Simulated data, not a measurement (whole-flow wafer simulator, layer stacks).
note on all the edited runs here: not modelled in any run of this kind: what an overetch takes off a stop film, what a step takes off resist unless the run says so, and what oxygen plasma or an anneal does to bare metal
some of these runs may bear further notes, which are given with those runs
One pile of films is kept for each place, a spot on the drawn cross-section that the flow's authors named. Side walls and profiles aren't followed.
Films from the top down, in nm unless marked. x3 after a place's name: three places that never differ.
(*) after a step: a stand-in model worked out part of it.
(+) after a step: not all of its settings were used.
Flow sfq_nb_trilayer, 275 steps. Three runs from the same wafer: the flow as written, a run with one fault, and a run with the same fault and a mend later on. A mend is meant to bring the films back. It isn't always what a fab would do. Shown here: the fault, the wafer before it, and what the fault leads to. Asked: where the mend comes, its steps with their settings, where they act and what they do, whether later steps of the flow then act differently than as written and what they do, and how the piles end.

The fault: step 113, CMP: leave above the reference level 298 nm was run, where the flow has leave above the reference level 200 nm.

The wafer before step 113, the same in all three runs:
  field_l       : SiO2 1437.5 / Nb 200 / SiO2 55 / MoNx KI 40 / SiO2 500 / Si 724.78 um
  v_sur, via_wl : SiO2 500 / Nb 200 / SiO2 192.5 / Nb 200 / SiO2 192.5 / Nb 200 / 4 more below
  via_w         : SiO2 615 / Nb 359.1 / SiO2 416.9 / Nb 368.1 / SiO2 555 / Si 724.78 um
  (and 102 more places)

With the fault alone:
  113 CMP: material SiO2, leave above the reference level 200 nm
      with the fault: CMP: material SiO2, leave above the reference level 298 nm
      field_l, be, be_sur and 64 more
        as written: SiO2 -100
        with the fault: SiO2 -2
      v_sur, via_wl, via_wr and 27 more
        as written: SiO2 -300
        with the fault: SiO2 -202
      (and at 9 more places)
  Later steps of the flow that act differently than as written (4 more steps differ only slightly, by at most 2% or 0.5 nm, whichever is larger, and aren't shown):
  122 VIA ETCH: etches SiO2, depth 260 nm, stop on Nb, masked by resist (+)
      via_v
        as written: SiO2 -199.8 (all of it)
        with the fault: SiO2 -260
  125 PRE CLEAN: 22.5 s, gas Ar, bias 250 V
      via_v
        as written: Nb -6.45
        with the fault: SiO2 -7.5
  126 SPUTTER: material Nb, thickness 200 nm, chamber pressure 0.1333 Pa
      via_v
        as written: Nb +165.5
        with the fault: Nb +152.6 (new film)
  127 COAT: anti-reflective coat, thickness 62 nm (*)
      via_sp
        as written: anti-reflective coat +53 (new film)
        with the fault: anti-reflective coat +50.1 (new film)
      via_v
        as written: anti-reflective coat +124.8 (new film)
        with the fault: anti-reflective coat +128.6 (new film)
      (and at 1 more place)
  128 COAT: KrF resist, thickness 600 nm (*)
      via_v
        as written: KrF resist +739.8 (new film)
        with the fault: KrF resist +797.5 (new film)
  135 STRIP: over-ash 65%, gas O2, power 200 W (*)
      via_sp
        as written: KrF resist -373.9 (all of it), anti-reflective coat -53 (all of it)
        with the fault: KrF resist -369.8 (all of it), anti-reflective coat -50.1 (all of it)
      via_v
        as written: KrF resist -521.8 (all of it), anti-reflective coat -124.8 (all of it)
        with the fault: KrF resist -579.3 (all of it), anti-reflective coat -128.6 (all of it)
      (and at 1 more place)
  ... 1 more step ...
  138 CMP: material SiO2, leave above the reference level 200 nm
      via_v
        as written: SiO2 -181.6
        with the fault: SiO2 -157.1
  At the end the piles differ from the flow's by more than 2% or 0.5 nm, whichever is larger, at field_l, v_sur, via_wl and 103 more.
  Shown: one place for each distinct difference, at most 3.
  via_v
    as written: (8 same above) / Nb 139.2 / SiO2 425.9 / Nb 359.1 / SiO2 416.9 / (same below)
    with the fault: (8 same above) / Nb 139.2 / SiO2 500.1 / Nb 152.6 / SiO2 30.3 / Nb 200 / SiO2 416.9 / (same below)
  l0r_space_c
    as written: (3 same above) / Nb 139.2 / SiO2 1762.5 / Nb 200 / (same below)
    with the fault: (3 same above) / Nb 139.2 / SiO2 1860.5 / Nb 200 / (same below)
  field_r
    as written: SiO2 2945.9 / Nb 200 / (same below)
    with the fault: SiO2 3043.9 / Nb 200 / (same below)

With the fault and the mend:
  The mend comes after step 120.
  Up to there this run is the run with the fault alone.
  120a STRIP: over-ash 65%, gas O2, power 200 W (*)
      field_l, v_sur, via_wl and 102 more
        KrF resist -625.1 (all of it), anti-reflective coat -62 (all of it)
      via_v
        anti-reflective coat -62 (all of it)
  120b CMP: material SiO2, leave above the reference level 200 nm (the flow's step 113 once more)
      field_l, v_sur, via_wl and 103 more
        SiO2 -98
  120c COAT: anti-reflective coat, thickness 62 nm (the flow's step 115 once more)
      field_l, v_sur, via_wl and 103 more
        anti-reflective coat +62 (new film)
  120d COAT: KrF resist, thickness 650 nm (the flow's step 116 once more)
      field_l, v_sur, via_wl and 103 more
        KrF resist +650 (new film)
  120e SOFTBAKE: KrF resist (the flow's step 117 once more)
      changes no film at any place that is followed
  120f EXPOSE: photomask I3, dose 11.91 mJ/cm2, NA 0.6, wavelength 248 nm (*) (the flow's step 118 once more)
      changes no film at any place that is followed
  120g PEB: KrF resist, 90 s (the flow's step 119 once more)
      field_l, v_sur, via_wl and 103 more
        KrF resist -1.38
  120h DEVELOP: KrF resist, thickness 650 nm, 60 s (the flow's step 120 once more)
      field_l, v_sur, via_wl and 102 more
        KrF resist -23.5
      via_v
        KrF resist -648.6 (all of it)
  No later step of the flow acts differently than as written at any place that is followed.
  At the end the piles are the same as the flow's at every place that both follow.
